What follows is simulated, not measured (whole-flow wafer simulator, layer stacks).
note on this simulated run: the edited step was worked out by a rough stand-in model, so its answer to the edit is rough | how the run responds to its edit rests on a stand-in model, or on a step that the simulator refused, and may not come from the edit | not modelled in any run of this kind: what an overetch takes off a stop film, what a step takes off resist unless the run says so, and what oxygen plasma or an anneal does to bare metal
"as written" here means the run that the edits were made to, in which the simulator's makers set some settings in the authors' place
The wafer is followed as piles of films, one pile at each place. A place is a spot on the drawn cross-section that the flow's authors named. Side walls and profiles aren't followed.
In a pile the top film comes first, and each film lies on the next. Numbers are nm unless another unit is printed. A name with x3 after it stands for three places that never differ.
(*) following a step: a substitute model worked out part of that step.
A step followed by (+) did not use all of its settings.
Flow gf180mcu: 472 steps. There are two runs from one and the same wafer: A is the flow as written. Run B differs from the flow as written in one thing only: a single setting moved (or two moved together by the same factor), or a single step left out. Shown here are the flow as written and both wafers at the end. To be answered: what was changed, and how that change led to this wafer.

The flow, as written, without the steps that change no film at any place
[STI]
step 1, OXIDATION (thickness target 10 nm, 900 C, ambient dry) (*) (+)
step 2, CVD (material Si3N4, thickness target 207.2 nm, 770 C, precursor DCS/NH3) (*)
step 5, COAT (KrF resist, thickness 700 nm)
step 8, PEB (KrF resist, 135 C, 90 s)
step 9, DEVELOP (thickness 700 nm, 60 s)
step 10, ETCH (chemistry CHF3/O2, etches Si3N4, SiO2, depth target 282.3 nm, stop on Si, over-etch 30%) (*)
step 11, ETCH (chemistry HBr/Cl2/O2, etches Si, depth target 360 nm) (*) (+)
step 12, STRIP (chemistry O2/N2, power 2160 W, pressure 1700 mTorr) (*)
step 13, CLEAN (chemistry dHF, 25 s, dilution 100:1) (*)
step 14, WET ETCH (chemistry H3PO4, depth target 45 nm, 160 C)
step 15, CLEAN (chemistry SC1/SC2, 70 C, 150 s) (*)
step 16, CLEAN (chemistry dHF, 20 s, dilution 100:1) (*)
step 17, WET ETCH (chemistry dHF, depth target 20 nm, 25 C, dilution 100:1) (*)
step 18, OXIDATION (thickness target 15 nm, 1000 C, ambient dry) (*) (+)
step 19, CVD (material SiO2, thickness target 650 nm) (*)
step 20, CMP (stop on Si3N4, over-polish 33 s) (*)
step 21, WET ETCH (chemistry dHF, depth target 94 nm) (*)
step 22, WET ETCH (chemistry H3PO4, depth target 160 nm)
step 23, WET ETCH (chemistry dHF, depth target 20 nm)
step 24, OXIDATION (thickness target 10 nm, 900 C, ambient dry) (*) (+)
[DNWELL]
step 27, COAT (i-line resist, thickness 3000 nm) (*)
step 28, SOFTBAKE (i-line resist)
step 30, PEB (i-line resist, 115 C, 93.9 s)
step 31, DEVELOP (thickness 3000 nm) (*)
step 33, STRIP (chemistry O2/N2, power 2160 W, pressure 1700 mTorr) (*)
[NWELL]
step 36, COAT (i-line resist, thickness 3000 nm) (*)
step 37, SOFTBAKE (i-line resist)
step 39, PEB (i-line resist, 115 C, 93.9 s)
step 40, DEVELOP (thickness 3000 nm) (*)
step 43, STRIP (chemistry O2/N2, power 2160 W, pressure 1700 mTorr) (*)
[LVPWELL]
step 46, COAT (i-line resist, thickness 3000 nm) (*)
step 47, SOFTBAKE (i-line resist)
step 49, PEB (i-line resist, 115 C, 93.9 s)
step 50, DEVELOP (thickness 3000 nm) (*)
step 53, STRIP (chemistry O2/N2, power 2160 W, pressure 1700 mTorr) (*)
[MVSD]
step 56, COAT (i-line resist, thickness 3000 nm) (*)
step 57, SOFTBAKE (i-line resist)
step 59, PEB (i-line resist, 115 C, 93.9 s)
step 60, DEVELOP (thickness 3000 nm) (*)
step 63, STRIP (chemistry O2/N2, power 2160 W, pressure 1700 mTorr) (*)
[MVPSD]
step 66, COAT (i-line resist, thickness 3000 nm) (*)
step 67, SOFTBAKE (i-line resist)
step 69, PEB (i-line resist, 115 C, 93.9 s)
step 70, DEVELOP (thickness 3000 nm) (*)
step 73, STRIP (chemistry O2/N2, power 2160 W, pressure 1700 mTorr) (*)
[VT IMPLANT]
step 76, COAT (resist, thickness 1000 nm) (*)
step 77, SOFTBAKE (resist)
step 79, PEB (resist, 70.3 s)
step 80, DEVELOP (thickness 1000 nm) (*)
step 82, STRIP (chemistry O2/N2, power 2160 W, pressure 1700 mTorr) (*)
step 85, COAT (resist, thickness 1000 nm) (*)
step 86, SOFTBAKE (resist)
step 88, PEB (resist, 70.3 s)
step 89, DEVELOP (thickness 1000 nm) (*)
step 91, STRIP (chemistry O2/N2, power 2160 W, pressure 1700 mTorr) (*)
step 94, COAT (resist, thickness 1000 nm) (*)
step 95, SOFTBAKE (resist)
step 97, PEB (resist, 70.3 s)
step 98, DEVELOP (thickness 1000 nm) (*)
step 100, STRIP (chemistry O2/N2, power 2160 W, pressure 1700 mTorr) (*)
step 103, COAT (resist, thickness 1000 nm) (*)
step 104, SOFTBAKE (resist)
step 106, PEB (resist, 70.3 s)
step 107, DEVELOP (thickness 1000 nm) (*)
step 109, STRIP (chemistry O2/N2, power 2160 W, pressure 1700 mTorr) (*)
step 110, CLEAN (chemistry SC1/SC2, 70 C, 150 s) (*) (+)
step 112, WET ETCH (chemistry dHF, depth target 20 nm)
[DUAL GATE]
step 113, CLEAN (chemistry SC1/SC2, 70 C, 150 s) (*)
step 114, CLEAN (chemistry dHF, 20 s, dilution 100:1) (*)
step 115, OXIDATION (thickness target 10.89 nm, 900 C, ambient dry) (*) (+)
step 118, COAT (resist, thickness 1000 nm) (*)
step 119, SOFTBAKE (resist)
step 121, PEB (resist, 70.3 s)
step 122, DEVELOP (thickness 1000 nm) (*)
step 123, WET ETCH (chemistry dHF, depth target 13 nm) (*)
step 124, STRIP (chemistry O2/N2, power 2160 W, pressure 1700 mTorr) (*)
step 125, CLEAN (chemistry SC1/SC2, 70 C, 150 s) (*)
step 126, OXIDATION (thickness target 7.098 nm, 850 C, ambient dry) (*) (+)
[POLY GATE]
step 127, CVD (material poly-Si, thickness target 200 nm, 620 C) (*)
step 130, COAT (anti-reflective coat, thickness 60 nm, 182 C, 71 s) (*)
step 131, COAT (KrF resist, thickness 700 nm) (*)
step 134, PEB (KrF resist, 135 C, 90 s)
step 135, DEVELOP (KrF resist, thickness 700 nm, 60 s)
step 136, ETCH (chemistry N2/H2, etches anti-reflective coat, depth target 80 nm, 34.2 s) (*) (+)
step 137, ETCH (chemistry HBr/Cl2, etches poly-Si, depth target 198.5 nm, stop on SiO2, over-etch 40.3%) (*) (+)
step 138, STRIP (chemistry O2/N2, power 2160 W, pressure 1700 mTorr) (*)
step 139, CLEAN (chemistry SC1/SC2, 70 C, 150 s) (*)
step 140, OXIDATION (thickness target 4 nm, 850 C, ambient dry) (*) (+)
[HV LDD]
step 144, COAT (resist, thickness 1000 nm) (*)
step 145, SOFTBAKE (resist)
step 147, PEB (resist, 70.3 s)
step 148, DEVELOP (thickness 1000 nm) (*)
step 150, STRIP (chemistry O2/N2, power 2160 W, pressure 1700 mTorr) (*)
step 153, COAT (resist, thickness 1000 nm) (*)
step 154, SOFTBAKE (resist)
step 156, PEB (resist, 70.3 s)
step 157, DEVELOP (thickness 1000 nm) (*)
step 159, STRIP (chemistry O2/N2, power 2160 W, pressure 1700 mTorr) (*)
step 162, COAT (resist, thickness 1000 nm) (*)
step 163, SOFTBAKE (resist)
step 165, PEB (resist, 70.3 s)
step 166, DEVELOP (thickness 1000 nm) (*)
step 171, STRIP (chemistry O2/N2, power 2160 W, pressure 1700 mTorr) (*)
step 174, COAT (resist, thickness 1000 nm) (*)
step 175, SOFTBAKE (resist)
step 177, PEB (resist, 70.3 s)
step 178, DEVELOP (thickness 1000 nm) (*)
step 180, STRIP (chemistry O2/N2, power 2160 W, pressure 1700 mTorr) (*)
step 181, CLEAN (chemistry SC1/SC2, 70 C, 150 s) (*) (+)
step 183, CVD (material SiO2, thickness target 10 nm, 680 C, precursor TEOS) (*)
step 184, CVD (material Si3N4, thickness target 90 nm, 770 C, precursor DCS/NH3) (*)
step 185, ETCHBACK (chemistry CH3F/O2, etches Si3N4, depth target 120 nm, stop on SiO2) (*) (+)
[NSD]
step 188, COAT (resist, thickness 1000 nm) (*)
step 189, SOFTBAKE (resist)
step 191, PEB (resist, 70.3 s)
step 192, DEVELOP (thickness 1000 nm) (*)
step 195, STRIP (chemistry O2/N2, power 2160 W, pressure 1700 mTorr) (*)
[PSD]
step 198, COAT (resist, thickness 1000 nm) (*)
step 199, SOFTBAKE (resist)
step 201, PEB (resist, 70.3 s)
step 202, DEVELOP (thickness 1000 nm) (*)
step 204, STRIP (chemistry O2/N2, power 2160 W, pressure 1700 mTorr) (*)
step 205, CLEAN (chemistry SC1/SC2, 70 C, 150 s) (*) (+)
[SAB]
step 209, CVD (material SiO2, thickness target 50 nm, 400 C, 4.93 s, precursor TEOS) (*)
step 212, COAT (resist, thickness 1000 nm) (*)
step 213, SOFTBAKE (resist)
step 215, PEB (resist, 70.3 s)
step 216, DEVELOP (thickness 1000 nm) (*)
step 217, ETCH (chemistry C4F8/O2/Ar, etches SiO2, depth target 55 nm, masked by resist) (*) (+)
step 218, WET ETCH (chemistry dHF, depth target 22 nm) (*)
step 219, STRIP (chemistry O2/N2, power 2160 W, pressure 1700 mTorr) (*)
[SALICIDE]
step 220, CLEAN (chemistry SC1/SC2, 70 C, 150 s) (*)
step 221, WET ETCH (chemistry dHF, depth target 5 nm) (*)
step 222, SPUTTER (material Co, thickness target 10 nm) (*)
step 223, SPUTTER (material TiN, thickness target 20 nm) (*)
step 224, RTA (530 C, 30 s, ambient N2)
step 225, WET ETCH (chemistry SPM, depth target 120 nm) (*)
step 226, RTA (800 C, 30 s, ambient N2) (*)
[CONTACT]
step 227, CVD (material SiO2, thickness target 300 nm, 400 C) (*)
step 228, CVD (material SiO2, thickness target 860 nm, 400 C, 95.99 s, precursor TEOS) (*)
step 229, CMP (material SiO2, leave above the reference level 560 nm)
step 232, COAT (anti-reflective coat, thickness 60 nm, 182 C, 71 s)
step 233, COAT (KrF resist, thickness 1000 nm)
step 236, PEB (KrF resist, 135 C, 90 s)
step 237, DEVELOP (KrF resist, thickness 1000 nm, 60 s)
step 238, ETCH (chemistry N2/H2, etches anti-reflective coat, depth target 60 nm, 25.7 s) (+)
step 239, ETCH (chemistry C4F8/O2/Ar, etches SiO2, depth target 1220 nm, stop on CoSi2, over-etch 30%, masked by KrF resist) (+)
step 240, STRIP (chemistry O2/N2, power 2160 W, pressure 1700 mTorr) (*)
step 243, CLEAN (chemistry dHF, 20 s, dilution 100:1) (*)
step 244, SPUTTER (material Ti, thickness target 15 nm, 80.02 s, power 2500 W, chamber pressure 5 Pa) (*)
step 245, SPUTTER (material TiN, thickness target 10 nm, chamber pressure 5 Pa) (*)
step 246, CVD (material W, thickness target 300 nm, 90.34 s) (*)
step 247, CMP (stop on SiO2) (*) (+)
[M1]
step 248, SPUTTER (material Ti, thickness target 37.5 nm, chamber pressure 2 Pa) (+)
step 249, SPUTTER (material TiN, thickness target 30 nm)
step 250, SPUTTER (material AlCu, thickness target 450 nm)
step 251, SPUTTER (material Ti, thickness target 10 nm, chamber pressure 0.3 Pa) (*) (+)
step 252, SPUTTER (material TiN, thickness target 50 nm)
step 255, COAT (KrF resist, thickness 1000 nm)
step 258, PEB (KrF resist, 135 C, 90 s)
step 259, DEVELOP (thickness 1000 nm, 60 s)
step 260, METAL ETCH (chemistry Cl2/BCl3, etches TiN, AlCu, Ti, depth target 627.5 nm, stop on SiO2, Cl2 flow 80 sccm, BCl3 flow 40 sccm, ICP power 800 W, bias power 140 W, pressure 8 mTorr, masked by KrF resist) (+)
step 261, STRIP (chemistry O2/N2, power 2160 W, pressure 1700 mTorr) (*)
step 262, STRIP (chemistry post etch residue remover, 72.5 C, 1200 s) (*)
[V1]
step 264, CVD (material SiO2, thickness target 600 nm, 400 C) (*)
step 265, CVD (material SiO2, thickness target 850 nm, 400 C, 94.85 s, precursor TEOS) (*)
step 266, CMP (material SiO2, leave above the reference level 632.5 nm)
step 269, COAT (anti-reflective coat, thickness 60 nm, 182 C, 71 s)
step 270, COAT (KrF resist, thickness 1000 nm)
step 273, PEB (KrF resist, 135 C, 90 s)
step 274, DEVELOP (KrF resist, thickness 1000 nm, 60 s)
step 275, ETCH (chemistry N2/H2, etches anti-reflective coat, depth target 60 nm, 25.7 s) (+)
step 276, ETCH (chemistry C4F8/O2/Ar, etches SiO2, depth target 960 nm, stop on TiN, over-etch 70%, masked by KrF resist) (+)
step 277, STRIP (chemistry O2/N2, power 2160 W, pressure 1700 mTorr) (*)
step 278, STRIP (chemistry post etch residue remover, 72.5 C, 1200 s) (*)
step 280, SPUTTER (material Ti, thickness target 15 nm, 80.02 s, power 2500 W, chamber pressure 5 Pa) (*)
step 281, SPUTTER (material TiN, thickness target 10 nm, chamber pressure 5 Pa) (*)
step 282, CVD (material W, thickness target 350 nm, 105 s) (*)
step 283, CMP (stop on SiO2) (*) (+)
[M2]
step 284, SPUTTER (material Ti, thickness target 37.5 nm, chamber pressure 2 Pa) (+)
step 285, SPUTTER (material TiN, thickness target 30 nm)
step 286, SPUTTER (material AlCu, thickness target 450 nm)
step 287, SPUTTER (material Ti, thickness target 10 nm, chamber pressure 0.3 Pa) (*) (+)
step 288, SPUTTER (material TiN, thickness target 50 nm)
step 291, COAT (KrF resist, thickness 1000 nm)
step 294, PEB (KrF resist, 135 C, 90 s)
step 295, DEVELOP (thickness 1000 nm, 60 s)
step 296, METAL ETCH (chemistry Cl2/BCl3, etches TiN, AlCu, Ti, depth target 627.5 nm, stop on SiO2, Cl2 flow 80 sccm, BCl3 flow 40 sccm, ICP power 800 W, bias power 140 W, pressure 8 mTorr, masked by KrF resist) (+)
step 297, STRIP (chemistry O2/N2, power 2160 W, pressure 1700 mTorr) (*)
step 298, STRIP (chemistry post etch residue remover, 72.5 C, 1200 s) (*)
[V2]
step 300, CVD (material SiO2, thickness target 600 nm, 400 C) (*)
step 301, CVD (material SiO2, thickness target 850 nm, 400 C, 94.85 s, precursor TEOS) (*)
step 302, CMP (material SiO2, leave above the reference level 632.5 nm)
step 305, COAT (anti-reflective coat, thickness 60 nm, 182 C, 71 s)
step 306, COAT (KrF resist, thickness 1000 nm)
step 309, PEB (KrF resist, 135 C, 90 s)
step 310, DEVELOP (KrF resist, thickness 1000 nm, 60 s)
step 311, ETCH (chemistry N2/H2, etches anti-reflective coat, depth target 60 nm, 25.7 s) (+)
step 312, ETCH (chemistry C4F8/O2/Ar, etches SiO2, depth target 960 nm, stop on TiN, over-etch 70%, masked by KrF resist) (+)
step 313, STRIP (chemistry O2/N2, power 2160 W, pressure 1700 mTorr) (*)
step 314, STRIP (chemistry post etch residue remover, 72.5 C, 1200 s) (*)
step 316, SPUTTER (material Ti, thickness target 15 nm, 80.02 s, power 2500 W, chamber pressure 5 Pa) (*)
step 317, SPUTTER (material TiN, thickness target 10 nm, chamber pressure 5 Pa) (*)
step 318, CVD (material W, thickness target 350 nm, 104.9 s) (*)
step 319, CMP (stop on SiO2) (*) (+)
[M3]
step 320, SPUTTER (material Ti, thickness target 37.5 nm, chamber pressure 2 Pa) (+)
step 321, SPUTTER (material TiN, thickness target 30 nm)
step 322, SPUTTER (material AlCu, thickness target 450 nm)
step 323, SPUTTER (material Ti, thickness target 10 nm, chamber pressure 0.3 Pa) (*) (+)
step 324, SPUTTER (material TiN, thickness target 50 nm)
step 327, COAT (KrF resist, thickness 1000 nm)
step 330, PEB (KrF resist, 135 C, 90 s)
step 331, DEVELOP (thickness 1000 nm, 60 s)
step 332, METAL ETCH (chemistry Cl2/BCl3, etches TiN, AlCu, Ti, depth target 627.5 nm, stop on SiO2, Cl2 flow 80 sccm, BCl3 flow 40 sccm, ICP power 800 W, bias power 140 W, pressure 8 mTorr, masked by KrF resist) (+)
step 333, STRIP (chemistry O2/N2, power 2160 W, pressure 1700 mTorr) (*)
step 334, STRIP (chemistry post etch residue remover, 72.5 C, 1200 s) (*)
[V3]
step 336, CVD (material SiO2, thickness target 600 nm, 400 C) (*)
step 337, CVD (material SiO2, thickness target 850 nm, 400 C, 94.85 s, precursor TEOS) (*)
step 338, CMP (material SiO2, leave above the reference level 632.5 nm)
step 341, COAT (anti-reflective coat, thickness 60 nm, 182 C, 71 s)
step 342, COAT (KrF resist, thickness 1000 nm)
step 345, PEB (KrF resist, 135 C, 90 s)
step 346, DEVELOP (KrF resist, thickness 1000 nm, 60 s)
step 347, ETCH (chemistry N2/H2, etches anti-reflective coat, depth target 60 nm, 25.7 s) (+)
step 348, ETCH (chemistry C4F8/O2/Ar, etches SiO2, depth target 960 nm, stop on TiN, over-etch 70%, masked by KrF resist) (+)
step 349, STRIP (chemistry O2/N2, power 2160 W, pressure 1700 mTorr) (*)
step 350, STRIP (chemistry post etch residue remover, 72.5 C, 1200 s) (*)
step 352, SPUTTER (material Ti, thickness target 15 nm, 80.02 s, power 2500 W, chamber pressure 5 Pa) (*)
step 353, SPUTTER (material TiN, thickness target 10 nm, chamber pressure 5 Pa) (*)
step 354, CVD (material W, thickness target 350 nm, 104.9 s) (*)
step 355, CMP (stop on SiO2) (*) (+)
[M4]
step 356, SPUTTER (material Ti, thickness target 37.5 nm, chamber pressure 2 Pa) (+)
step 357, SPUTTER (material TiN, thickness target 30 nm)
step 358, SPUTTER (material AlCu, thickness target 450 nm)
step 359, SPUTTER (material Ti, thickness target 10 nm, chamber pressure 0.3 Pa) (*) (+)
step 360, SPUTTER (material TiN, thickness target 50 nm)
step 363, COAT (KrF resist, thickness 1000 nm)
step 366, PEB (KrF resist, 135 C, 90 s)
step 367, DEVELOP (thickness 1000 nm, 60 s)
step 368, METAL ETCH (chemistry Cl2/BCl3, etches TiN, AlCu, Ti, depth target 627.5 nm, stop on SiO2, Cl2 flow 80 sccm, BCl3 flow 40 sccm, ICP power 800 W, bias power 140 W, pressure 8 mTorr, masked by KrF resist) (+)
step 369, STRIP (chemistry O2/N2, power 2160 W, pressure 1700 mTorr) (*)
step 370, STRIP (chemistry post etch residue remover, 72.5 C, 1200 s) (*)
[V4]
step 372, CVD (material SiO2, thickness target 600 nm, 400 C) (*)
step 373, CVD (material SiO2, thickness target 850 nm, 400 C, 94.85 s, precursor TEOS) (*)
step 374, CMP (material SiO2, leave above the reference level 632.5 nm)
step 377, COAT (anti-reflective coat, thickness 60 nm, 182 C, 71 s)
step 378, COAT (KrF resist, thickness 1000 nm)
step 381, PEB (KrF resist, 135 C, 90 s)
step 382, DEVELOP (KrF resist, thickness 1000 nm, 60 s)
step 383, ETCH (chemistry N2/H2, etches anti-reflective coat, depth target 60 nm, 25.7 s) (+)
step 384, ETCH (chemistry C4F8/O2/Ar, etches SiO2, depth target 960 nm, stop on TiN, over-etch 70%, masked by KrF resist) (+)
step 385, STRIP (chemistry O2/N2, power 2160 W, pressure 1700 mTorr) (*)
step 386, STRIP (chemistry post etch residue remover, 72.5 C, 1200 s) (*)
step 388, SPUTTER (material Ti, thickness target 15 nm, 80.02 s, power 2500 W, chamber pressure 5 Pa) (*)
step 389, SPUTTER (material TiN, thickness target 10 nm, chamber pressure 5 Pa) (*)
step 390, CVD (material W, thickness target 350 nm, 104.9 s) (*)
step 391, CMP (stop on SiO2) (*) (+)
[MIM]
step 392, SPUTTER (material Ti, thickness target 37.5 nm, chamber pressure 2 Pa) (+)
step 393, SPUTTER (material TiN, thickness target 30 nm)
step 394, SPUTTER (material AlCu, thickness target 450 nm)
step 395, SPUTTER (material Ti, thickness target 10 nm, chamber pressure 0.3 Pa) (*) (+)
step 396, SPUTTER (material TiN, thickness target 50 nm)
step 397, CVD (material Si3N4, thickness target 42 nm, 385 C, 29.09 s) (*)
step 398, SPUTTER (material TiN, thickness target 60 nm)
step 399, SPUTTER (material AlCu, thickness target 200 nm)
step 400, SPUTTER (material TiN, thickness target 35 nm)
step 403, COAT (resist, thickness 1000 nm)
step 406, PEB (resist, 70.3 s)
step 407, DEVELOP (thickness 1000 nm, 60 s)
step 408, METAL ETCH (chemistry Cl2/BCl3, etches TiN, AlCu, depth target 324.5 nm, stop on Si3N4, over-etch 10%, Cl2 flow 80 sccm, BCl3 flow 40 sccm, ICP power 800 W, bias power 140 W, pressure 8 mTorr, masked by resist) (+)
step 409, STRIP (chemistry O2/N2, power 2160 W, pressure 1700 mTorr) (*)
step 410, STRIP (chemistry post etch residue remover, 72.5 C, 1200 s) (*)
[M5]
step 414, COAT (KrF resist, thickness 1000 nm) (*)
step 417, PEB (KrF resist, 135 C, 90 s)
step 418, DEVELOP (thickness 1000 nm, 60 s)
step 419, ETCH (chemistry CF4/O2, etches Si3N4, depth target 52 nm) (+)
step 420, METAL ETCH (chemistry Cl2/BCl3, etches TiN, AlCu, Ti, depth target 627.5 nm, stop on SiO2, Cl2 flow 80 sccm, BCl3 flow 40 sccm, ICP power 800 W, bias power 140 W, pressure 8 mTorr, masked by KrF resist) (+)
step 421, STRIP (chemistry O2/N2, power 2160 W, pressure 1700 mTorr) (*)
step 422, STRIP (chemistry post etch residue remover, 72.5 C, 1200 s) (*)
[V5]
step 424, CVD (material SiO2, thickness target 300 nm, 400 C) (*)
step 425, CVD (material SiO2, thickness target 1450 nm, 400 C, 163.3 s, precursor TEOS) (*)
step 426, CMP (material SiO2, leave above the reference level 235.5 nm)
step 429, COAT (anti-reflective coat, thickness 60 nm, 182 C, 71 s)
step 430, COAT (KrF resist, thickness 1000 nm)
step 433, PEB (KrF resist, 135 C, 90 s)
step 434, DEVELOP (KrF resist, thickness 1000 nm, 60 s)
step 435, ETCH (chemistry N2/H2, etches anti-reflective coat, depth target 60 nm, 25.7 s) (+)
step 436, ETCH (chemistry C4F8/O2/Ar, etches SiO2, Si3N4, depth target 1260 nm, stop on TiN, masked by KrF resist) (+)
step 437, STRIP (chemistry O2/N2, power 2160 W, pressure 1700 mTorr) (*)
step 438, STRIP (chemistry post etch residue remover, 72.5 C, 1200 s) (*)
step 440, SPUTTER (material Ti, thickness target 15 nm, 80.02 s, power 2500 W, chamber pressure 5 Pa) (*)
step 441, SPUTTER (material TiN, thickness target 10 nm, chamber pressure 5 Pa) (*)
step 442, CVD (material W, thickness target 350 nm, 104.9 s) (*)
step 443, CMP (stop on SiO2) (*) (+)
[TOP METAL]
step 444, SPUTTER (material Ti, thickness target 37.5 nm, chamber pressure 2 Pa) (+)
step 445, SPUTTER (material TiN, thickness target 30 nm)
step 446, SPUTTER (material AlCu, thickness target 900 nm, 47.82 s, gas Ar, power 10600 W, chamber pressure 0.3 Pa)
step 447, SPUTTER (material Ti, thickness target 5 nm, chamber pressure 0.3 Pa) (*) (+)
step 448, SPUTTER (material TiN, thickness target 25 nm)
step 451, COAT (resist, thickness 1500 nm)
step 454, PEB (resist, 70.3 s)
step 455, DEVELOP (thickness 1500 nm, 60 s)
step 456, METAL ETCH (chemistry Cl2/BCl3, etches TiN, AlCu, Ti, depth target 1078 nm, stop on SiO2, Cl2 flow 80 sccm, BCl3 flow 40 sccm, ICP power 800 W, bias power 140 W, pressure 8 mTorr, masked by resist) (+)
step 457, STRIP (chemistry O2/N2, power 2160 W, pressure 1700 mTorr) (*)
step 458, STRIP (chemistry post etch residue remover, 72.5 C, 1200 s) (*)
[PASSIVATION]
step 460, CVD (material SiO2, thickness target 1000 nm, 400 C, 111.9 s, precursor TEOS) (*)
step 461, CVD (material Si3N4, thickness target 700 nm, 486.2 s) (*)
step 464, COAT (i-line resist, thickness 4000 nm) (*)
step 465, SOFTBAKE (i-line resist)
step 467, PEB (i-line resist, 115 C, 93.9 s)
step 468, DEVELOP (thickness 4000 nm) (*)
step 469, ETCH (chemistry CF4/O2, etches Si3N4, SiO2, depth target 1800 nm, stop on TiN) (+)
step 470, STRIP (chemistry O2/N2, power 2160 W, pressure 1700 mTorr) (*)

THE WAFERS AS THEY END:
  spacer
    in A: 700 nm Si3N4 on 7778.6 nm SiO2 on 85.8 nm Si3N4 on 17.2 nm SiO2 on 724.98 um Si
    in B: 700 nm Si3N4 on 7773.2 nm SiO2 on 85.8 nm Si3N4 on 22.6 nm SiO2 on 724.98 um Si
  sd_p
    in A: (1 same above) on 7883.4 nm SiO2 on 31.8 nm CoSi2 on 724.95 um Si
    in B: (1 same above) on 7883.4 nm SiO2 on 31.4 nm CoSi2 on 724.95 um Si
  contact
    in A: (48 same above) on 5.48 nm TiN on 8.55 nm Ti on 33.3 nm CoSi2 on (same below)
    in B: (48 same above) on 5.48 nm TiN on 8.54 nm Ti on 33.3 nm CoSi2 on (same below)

What caused this: step 183, CVD: thickness target 15.4 nm was run, while the flow as written has thickness target 10 nm.

How this came from the change, step by step:
  step 183, CVD (material SiO2, thickness target 10 nm, 680 C, precursor TEOS) (*)
      field, field__w1, field__w2 and 99 more: A SiO2 gains 10 | B SiO2 gains 15.4
      ld_drift_p: A SiO2 gains 9.87 | B SiO2 gains 15.2
      (as well as at 1 more place)
  step 189, SOFTBAKE (resist)
      field__w9: A resist gains 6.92 | B resist loses 3.06
      field_sub__w1: A resist gains 7.47 | B resist gains 9.77
  step 199, SOFTBAKE (resist)
      field__w9: A resist gains 6.92 | B resist loses 3.06
      field_sub__w1: A resist gains 7.47 | B resist gains 9.77
  step 218, WET ETCH (chemistry dHF, depth target 22 nm) (*)
      gate, gate_hv, gate_p and 23 more: A SiO2 loses 5.48 (all of it) | B SiO2 loses 10.9 (all of it)
      field, field__w10, sti and 14 more: A SiO2 loses 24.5 | B SiO2 loses 25.3
      (as well as at 56 more places)
  step 229, CMP (material SiO2, leave above the reference level 560 nm)
      field__w2: A SiO2 loses 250 | B SiO2 loses 255.7
      field__w3: A SiO2 loses 232.3 | B SiO2 loses 237.9
      (as well as at 4 more places)
